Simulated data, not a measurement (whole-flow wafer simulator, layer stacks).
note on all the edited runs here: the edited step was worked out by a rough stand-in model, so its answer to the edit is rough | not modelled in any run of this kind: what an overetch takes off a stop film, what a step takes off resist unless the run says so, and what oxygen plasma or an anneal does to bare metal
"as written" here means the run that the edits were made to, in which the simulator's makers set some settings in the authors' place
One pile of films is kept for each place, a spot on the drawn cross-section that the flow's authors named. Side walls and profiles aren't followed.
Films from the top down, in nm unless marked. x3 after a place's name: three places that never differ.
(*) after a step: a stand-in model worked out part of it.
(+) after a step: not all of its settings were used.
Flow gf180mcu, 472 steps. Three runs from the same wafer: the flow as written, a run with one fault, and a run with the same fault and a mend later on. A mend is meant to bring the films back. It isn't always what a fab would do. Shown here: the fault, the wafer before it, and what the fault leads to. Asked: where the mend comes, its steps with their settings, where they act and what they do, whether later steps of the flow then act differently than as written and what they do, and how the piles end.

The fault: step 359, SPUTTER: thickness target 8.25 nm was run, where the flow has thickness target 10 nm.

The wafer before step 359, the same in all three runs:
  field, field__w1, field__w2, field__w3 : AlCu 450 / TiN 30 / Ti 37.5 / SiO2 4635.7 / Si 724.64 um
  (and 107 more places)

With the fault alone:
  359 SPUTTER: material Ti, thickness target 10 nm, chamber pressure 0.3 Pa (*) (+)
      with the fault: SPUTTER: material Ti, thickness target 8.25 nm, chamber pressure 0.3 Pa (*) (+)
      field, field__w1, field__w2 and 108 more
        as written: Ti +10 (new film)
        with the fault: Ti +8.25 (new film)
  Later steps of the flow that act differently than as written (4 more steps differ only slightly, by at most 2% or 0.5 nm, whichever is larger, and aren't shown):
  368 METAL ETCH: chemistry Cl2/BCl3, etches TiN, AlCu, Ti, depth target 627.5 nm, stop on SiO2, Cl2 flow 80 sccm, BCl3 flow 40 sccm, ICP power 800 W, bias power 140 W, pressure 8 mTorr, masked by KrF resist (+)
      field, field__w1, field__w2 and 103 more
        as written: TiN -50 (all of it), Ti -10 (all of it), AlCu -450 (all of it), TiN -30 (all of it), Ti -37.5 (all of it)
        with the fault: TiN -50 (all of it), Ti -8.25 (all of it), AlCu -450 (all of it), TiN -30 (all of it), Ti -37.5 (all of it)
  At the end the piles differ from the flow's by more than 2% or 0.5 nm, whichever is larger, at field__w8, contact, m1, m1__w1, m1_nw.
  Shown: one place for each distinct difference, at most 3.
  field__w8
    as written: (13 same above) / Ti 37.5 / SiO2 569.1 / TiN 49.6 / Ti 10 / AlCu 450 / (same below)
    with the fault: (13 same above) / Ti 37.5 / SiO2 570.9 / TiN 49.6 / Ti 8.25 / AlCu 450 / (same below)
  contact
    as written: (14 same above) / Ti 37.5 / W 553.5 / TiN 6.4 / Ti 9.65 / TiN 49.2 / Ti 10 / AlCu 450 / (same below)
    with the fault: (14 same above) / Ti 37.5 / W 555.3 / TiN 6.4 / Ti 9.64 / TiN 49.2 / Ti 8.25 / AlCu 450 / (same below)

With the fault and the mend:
  The mend comes after step 359.
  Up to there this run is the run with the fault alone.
  359a SPUTTER: material Ti, thickness target 1.75 nm, chamber pressure 0.3 Pa (*) (+) (the flow's step 359 once more, with other settings)
      field, field__w1, field__w2 and 108 more
        Ti +1.75
  No later step of the flow acts differently than as written at any place that is followed.
  At the end the piles are the same as the flow's at every place that both follow.
